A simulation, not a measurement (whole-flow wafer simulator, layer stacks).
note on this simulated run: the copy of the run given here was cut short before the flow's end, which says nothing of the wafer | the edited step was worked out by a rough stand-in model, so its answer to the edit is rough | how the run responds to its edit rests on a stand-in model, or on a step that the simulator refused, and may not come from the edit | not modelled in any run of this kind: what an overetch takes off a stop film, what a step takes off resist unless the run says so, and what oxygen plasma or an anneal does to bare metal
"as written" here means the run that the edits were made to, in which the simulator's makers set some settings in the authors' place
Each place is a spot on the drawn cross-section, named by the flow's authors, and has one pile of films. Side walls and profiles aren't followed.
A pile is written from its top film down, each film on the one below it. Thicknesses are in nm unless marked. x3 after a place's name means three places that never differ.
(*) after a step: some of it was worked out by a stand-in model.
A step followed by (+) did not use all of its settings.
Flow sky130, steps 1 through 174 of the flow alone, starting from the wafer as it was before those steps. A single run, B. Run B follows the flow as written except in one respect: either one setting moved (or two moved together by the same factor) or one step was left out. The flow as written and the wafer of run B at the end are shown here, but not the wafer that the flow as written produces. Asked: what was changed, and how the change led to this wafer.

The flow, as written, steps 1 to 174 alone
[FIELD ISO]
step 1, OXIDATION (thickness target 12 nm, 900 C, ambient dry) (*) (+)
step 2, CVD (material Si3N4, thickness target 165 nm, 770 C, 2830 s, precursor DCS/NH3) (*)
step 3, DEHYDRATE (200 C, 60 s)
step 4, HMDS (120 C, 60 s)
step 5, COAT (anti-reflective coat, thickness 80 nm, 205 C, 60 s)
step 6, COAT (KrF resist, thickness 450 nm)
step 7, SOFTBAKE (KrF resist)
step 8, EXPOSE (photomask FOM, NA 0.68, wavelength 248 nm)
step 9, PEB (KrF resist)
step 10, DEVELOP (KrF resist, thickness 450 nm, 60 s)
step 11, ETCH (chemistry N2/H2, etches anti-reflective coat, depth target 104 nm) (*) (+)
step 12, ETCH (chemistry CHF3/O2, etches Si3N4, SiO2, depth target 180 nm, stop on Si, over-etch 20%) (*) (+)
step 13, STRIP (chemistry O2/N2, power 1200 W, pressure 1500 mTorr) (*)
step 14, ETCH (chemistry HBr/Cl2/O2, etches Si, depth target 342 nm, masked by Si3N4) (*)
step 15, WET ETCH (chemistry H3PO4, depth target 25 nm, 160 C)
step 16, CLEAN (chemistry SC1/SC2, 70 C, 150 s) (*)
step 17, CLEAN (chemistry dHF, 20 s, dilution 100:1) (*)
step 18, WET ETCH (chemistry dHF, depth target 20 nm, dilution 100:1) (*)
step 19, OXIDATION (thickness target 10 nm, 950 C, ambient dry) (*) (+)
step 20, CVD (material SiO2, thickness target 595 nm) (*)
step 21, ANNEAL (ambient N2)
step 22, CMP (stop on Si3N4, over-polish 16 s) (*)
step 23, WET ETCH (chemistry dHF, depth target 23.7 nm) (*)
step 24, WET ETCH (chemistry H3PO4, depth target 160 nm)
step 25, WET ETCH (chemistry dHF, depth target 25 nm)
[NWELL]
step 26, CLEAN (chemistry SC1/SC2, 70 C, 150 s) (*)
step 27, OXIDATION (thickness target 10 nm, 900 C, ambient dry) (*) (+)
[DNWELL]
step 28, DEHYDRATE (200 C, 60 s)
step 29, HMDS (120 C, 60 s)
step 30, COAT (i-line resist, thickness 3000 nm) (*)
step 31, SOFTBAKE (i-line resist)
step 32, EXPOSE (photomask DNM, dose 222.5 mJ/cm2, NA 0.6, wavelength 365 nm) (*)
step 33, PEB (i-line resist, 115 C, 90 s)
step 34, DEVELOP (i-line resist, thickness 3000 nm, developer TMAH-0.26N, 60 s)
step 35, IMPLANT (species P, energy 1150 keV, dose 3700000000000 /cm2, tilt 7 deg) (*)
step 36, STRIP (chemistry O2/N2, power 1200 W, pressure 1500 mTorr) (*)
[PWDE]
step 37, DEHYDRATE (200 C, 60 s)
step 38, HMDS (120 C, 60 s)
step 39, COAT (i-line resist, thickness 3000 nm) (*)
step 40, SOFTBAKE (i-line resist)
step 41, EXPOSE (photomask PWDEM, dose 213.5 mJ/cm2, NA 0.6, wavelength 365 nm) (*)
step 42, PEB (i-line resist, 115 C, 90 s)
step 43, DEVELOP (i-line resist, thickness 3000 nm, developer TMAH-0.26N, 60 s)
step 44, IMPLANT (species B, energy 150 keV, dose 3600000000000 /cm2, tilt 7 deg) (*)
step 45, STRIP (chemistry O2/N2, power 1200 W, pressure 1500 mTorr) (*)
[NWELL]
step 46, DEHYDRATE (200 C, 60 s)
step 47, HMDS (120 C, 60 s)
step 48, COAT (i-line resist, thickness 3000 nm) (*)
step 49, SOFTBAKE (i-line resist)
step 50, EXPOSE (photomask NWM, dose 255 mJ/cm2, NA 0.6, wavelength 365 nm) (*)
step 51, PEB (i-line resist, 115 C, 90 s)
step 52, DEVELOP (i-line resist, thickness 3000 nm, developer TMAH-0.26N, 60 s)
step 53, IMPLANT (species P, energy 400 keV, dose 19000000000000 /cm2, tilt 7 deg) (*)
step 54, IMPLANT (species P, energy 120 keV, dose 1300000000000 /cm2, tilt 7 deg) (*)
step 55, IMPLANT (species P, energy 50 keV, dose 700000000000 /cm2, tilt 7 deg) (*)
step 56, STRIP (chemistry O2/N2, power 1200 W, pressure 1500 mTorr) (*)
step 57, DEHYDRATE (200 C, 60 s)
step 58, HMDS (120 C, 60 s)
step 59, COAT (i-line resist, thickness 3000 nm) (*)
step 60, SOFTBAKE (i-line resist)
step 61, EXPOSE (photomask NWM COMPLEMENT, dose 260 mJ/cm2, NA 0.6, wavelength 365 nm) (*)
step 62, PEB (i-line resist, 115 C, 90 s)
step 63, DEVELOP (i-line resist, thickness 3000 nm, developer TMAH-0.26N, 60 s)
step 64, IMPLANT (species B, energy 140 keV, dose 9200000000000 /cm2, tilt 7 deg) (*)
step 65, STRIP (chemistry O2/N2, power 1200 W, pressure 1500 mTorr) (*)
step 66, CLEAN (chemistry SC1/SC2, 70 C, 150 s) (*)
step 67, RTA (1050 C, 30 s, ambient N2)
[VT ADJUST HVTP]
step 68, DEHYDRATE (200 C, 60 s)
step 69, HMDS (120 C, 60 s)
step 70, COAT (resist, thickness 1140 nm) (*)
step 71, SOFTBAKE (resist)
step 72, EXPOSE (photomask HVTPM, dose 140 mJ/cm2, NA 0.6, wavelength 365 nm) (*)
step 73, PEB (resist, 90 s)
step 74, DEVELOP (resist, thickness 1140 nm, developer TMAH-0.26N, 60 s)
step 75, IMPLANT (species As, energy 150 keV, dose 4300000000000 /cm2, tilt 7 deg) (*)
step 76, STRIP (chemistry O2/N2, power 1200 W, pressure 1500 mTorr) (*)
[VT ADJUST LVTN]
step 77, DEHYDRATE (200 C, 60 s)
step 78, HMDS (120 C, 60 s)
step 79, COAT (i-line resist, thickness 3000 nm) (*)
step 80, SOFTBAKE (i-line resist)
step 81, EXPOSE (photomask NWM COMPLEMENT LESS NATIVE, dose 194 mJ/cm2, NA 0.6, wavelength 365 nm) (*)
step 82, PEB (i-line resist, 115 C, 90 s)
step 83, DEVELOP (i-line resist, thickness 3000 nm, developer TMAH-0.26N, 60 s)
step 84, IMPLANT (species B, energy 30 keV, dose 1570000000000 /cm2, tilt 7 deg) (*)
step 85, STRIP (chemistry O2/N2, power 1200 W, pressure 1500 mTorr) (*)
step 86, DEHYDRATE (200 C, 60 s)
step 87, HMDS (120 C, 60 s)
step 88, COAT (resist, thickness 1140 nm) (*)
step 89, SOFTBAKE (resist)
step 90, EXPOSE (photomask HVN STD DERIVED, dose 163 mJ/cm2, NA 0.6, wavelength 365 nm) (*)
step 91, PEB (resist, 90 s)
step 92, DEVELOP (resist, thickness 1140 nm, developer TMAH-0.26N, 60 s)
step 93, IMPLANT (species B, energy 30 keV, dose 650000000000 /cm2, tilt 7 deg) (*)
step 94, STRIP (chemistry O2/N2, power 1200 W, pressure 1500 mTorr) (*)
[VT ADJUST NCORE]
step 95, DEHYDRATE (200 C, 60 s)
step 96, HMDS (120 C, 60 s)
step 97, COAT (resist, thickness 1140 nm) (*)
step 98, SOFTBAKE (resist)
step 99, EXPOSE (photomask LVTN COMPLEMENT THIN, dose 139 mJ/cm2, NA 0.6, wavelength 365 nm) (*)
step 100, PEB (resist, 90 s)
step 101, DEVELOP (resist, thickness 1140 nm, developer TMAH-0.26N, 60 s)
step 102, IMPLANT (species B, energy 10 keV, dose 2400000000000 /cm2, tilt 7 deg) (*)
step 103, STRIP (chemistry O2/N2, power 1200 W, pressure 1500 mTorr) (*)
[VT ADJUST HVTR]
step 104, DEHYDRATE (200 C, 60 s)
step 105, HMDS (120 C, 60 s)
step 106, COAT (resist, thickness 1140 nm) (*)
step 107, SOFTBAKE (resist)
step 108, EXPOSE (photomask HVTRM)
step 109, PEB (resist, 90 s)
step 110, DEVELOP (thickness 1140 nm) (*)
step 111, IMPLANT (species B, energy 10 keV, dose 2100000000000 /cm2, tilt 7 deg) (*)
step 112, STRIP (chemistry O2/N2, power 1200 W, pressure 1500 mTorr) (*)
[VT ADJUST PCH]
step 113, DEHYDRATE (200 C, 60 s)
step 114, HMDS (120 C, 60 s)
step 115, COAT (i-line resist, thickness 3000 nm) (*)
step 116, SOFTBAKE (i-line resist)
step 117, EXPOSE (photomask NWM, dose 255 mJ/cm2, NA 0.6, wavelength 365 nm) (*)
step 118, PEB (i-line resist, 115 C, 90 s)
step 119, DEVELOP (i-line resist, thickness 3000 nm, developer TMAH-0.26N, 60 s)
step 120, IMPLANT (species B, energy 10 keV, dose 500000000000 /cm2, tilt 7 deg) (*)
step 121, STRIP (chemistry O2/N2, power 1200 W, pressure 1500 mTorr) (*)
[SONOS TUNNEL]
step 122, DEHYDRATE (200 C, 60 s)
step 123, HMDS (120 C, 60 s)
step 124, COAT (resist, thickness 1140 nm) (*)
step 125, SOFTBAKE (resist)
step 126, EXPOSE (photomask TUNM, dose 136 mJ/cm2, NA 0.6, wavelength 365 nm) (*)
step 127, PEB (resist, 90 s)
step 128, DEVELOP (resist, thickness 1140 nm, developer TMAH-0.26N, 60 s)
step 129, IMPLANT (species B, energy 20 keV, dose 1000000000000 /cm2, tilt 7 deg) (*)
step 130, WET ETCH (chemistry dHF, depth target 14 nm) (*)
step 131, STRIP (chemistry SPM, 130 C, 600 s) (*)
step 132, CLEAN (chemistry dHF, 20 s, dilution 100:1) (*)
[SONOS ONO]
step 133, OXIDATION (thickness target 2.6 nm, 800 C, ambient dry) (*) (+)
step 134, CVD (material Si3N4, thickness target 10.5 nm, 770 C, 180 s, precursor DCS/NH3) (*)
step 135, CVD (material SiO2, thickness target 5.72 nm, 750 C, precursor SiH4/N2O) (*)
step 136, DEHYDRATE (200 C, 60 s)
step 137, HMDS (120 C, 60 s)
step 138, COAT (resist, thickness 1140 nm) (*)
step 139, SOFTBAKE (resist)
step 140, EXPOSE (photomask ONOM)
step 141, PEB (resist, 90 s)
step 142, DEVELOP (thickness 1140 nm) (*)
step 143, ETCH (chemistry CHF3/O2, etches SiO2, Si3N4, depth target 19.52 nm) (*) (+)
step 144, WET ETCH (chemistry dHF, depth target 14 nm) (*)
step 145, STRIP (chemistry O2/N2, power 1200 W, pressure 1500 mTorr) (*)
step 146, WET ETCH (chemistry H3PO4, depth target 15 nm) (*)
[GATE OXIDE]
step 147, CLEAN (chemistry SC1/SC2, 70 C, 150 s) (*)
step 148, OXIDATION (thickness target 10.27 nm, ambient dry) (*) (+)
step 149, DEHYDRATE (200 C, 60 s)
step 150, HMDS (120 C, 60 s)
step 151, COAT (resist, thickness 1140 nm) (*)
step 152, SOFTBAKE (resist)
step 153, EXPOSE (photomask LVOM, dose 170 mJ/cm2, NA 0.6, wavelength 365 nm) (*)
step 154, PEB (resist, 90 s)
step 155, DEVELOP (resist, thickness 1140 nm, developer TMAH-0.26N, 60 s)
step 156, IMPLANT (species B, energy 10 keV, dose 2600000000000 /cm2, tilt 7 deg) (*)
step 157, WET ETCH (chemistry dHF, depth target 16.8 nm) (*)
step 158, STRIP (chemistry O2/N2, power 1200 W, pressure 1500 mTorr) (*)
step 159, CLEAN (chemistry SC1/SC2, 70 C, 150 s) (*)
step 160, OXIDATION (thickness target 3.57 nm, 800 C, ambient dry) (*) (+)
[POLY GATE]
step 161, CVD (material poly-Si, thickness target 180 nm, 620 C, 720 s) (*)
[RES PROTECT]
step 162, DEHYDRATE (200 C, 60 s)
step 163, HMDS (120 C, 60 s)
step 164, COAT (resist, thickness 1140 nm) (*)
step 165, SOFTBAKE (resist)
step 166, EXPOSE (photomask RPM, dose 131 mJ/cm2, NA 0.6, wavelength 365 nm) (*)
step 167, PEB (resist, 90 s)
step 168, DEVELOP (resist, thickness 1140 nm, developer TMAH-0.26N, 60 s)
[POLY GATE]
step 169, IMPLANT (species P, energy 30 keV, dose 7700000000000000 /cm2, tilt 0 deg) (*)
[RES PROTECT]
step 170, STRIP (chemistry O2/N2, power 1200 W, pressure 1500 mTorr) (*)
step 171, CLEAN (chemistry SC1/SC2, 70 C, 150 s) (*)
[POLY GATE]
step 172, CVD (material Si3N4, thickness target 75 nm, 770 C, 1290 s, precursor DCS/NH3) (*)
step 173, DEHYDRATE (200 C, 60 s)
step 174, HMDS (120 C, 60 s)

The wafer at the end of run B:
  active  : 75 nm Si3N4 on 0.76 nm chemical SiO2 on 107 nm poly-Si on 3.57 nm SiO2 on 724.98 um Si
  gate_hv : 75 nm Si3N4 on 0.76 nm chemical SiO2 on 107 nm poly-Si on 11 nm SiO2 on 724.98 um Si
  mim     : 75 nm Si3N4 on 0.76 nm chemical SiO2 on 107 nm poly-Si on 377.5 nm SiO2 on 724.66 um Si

The reason: step 161, CVD: 432 s was run, while the flow as written has 720 s.

Step by step, how the change led to this:
  step 161, CVD (material poly-Si, thickness target 180 nm, 620 C, 720 s) (*)
      field, active, n_well and 186 more: +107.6 poly-Si (new film) (as written it would have been: +180 poly-Si (new film))
      ndiff_dn: +131.6 poly-Si (new film) (as written it would have been: +215.7 poly-Si (new film))
